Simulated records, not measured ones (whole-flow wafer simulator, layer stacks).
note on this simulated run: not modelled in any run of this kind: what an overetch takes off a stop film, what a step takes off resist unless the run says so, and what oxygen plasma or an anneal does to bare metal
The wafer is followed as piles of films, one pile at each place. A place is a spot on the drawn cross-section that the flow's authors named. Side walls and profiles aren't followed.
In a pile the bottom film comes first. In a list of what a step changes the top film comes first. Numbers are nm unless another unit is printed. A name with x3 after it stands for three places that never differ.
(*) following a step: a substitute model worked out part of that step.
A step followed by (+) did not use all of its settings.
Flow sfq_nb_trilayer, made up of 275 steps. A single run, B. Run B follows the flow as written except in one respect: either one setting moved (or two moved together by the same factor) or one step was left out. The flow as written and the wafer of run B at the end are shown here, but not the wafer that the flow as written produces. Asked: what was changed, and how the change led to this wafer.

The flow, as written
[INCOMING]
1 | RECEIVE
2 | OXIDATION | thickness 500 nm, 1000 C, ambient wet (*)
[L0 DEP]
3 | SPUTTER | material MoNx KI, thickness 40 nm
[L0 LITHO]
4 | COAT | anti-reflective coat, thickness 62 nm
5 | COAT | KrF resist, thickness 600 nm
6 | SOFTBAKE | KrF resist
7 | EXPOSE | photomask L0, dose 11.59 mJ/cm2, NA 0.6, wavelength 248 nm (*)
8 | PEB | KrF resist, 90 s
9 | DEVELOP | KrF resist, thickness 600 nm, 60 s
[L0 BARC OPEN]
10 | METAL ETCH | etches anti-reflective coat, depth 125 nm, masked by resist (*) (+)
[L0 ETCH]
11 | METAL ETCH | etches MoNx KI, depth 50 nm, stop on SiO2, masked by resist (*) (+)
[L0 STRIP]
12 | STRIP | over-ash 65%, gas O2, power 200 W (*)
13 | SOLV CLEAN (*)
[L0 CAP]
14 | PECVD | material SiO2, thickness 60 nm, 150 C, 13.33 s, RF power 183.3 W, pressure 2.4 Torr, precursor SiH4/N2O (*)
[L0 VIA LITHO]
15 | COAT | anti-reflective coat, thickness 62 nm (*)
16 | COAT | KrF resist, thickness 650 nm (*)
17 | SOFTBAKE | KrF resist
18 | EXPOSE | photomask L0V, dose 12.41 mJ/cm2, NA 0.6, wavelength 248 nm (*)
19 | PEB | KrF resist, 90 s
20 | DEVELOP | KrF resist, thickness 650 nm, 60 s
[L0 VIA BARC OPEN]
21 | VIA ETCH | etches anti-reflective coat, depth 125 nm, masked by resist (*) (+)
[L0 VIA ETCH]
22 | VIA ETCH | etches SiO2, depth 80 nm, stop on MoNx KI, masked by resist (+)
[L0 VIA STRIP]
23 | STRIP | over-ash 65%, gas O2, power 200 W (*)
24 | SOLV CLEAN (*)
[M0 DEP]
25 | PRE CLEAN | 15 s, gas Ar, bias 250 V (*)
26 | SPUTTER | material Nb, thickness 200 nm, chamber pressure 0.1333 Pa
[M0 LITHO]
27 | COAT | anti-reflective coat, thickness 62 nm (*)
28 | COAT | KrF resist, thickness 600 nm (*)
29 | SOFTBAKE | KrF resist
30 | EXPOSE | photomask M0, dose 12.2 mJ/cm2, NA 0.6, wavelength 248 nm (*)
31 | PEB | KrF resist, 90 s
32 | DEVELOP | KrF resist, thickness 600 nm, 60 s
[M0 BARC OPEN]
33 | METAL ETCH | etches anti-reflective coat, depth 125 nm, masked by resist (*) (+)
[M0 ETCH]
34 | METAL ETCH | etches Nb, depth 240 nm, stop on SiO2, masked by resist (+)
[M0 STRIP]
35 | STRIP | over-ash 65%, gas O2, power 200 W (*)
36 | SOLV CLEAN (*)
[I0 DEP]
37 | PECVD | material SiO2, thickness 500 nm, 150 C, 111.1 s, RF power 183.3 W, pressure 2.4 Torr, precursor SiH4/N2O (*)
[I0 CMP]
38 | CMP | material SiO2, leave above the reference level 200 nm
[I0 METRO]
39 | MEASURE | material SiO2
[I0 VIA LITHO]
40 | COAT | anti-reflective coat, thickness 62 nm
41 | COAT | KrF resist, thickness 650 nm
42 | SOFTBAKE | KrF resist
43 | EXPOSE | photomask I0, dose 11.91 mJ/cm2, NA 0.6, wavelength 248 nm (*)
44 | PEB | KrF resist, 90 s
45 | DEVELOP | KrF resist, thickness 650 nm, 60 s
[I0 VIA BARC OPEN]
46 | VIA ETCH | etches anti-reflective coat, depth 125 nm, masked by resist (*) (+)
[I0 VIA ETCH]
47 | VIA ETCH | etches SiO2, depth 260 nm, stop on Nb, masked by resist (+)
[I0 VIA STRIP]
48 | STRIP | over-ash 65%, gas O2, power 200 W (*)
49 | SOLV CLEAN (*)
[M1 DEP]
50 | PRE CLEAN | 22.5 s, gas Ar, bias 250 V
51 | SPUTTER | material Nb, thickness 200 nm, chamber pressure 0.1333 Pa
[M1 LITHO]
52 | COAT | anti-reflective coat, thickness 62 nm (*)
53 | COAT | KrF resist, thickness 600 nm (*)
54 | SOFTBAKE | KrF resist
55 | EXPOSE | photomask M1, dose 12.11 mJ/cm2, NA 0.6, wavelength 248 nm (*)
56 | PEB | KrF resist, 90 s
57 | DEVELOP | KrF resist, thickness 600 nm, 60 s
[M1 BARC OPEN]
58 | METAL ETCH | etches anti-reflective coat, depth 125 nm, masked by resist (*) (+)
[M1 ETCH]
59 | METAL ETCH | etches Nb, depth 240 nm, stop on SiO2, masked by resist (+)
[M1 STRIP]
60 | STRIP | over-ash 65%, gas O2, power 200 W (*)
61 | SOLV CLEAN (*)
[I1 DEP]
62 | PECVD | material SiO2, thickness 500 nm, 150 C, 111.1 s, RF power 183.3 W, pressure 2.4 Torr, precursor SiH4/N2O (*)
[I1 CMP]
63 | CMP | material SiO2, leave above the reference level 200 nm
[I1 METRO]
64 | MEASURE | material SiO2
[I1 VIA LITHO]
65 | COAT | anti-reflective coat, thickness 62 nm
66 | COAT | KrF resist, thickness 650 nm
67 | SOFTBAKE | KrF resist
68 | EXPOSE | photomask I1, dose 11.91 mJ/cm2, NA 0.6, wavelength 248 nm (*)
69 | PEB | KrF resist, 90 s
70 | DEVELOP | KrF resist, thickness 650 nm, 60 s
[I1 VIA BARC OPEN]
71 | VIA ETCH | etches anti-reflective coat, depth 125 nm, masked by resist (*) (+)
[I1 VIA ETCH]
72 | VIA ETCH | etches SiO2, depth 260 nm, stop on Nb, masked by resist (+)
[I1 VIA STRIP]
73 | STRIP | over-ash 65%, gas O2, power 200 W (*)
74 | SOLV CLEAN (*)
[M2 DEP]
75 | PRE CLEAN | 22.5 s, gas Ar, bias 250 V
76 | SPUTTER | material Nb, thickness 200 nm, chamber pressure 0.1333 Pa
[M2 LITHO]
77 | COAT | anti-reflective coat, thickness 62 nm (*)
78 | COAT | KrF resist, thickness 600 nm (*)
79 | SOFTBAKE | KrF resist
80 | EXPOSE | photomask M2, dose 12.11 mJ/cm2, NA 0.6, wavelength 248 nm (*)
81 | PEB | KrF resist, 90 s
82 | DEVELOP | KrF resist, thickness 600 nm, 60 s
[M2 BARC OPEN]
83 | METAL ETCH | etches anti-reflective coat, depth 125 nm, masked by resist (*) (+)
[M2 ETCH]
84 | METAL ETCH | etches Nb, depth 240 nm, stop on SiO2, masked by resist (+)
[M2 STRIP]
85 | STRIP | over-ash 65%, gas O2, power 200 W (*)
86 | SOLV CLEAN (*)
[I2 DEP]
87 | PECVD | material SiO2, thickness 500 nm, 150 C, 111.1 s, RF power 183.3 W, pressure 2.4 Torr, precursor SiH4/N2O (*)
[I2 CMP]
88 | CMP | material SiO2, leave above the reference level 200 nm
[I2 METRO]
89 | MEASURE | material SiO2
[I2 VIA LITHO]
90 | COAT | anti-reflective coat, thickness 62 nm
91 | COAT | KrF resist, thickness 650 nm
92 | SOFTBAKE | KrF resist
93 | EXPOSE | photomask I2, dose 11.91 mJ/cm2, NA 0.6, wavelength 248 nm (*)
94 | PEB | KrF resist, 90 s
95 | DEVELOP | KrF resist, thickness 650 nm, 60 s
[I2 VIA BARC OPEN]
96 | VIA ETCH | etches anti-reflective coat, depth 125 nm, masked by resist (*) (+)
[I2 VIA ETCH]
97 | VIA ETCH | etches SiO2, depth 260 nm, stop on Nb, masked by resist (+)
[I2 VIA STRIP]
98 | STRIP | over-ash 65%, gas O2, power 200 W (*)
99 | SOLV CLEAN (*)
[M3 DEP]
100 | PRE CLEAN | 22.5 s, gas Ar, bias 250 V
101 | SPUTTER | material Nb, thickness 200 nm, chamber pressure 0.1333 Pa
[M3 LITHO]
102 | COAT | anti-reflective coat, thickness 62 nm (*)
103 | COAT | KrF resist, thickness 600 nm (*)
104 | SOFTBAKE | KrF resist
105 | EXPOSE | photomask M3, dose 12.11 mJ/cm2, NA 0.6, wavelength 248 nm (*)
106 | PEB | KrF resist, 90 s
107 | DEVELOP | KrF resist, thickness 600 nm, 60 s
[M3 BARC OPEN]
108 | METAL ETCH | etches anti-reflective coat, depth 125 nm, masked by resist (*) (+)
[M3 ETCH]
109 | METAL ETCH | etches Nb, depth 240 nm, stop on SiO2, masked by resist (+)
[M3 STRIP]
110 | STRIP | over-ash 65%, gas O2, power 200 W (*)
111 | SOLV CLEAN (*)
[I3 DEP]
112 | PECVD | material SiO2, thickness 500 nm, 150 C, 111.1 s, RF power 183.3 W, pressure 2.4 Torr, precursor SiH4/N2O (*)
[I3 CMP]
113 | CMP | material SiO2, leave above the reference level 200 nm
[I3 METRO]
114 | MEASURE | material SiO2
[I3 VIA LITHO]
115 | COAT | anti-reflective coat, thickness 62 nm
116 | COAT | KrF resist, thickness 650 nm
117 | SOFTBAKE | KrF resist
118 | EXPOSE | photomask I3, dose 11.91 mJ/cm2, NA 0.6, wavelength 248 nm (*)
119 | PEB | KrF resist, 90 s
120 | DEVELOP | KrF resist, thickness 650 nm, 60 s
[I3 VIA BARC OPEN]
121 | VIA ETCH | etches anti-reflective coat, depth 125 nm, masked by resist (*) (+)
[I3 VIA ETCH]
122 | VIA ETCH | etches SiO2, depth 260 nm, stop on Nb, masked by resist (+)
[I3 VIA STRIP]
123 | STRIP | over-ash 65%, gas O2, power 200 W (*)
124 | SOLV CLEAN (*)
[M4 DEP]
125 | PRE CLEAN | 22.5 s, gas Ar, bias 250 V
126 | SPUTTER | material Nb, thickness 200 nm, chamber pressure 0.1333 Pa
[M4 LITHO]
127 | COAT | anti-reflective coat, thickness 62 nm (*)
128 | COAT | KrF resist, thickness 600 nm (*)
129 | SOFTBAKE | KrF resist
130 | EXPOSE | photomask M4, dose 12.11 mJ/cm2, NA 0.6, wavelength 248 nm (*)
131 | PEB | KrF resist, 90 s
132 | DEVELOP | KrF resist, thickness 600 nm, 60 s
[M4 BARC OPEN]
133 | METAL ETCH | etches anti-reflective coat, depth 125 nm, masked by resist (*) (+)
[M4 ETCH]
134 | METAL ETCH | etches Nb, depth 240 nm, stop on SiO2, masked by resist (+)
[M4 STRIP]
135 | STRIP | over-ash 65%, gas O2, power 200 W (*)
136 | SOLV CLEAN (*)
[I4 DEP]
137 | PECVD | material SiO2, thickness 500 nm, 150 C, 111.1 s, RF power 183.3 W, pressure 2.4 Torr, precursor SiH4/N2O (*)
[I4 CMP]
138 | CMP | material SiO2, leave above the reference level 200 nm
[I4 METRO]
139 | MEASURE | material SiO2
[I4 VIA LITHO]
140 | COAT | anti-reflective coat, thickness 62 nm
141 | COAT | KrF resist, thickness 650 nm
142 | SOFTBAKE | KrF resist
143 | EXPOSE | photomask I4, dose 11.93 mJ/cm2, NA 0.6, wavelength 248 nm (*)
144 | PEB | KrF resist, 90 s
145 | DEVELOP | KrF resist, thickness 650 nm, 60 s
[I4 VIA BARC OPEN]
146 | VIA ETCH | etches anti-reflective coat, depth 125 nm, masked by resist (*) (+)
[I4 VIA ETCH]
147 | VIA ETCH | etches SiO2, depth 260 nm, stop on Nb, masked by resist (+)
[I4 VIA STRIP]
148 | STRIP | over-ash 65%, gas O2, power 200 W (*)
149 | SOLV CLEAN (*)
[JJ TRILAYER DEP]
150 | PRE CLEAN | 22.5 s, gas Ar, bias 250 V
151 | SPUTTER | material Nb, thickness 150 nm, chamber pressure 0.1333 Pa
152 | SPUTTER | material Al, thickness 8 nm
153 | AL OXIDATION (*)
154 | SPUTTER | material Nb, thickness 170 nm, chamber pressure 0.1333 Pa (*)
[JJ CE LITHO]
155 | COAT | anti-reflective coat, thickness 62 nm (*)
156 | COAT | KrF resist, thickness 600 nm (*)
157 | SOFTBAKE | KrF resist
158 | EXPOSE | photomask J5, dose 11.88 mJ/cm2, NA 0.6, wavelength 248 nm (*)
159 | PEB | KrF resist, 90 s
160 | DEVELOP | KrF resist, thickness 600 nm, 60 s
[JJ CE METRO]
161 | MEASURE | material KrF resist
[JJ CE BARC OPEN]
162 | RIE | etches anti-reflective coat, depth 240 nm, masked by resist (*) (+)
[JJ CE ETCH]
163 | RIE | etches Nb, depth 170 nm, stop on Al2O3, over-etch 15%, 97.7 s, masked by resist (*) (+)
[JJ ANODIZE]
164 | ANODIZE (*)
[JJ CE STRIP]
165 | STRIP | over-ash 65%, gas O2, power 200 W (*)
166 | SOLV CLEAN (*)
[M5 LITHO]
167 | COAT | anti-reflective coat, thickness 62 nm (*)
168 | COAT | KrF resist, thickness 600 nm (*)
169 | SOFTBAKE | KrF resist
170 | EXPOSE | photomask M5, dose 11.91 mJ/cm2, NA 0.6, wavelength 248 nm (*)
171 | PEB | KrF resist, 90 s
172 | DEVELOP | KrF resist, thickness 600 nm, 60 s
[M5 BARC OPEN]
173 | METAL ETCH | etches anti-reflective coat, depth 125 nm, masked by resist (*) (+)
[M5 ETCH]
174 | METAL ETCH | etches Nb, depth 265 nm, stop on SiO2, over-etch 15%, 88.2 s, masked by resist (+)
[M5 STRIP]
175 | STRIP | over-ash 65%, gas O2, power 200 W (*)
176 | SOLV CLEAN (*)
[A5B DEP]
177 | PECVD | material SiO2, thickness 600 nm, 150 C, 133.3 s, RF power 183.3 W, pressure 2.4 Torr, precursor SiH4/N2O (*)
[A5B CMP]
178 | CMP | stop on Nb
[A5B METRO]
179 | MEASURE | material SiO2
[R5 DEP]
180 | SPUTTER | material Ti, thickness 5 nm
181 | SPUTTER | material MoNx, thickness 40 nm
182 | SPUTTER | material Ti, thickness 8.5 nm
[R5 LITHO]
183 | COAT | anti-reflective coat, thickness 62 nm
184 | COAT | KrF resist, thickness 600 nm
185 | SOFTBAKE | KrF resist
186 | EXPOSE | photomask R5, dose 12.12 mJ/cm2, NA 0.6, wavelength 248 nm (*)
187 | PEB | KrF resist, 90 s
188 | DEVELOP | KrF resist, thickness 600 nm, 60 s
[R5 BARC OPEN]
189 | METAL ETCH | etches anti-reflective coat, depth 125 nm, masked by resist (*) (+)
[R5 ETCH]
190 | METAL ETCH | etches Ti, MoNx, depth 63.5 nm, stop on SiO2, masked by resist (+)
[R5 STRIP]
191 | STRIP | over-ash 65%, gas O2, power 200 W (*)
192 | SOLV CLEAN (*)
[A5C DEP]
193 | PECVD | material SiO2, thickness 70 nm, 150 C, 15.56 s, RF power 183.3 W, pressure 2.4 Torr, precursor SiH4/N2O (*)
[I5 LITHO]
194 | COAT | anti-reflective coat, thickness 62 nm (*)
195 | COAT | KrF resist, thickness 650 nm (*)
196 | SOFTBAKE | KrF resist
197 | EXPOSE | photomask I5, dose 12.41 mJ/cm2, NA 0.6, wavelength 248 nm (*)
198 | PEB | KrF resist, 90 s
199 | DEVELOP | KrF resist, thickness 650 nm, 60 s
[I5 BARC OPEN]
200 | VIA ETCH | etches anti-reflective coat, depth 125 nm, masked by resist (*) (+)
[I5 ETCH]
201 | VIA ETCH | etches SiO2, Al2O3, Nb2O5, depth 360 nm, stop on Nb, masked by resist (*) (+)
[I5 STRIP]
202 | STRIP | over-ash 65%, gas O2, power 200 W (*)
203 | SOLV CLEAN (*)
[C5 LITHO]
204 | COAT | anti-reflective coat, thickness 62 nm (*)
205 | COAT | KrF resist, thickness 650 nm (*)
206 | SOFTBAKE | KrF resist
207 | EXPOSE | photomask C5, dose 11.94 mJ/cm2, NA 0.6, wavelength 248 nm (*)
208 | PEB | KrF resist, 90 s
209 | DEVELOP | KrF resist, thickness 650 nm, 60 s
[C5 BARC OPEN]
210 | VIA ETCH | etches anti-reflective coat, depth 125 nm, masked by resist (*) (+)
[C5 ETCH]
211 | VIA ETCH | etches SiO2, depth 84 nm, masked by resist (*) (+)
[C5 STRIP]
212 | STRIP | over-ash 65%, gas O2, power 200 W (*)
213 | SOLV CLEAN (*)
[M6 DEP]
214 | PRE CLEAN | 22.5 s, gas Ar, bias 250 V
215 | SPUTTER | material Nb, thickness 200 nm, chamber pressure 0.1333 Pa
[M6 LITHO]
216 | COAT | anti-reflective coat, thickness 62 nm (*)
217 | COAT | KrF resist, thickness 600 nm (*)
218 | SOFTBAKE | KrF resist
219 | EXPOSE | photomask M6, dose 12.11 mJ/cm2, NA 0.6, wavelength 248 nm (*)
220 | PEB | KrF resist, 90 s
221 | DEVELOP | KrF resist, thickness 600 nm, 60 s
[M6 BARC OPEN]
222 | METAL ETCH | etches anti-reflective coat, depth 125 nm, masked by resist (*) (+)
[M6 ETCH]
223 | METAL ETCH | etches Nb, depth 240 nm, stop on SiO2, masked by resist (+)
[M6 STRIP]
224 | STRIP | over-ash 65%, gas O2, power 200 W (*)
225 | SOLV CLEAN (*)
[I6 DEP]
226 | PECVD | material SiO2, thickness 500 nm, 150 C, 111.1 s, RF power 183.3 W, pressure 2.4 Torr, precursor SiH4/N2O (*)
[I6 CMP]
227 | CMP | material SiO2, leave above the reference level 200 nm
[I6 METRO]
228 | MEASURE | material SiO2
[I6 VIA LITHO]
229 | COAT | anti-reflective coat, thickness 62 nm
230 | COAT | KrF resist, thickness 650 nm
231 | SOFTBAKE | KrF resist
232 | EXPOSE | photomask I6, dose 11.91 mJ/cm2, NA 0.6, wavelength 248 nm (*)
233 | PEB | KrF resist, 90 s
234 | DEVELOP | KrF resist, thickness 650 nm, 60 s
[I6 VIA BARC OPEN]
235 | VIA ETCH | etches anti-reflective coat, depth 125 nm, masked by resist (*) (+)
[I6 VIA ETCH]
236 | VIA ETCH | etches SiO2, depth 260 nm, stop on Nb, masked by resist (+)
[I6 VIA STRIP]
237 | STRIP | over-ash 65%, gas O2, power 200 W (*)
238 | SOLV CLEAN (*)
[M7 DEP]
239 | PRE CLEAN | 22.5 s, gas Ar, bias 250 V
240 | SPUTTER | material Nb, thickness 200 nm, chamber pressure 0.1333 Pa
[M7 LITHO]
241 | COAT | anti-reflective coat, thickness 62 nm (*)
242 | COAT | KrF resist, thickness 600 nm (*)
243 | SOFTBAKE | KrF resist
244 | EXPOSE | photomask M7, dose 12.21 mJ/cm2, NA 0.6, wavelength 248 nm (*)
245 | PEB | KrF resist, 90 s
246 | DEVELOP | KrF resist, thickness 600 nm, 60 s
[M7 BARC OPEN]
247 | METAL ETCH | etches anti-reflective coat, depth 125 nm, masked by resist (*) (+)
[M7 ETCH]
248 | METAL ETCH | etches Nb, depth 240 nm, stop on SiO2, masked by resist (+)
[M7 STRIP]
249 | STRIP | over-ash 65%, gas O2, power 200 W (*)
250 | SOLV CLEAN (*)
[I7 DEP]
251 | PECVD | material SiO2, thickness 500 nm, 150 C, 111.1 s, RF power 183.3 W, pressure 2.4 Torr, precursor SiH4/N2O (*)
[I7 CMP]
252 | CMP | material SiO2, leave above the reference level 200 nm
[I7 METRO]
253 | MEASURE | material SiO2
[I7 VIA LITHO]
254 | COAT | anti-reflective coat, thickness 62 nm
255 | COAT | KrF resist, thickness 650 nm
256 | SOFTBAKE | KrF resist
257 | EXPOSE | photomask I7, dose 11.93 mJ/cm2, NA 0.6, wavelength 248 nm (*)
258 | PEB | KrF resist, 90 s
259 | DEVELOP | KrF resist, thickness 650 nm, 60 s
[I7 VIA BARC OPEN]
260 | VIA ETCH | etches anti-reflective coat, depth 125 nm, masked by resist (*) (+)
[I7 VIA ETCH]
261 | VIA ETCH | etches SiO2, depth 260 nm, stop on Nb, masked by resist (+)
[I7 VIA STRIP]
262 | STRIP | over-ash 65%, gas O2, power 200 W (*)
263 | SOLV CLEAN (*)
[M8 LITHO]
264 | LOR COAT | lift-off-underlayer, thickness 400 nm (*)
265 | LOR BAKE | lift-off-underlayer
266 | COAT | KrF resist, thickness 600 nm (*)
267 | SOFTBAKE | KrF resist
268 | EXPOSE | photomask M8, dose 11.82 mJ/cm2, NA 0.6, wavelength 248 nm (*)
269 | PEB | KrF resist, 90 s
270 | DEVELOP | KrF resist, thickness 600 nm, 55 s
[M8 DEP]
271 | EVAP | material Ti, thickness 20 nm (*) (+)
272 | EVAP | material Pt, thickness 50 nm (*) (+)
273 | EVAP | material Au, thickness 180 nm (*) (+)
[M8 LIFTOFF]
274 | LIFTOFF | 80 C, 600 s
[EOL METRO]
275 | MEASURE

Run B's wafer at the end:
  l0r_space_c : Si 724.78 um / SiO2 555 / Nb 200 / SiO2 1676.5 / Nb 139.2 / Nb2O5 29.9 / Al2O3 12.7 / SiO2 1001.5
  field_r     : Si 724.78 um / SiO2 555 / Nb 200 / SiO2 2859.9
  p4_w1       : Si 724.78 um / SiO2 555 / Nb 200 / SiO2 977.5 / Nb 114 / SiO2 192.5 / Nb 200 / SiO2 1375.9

Cause: step 101, SPUTTER: thickness 114 nm was run, whereas the flow has thickness 200 nm.
One can read it off the wafer: p4_w1 has Nb 114, and step 101 as written asks for 200 nm.

How this came from the change, step by step:
  101 | SPUTTER | material Nb, thickness 200 nm, chamber pressure 0.1333 Pa
      field_l, v_sur, via_wl and 102 more: Nb gains 114 (new film) (in the flow as written it would be: Nb gains 200 (new film))
      via_w: Nb gains 94 (in the flow as written it would be: Nb gains 165.5)
  102 | COAT | anti-reflective coat, thickness 62 nm (*)
      via_wl, via_wr: anti-reflective coat gains 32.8 (new film) (in the flow as written it would be: anti-reflective coat gains 34.2 (new film))
      via_w: anti-reflective coat gains 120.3 (new film) (in the flow as written it would be: anti-reflective coat gains 124.8 (new film))
  109 | METAL ETCH | etches Nb, depth 240 nm, stop on SiO2, masked by resist (+)
      field_l, be, be_sur and 72 more: Nb loses 114 (all of it) (in the flow as written it would be: Nb loses 200 (all of it))
      v_sur, via_wl, via_w and 28 more: KrF resist loses 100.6 (in the flow as written it would be: KrF resist loses 141.2)
  110 | STRIP | over-ash 65%, gas O2, power 200 W (*)
      p4_w1, p4_w2, p4_w3 and 21 more: KrF resist loses 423 (all of it), anti-reflective coat loses 62 (all of it) (in the flow as written it would be: KrF resist loses 382.4 (all of it), anti-reflective coat loses 62 (all of it))
      via_wl, via_wr: KrF resist loses 427.1 (all of it), anti-reflective coat loses 32.8 (all of it) (in the flow as written it would be: KrF resist loses 384.2 (all of it), anti-reflective coat loses 34.2 (all of it))
      (as well as at 5 more places)
  112 | PECVD | material SiO2, thickness 500 nm, 150 C, 111.1 s, RF power 183.3 W, pressure 2.4 Torr, precursor SiH4/N2O (*)
      p4_g1, p4_g2, p3_s0, p3_s1, p3_s2, p3_s3, p3_s4, p3_s5: SiO2 gains 500 (in the flow as written it would be: SiO2 gains 557.1)
      via_w: SiO2 gains 591.6 (new film) (in the flow as written it would be: SiO2 gains 615 (new film))
  113 | CMP | material SiO2, leave above the reference level 200 nm
      field_l, be, be_sur and 64 more: SiO2 loses 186 (in the flow as written it would be: SiO2 loses 100)
      p4_g1, p4_g2, p3_s0, p3_s1, p3_s2, p3_s3, p3_s4, p3_s5: SiO2 loses 186 (in the flow as written it would be: SiO2 loses 157.1)
      (as well as at 1 more place)
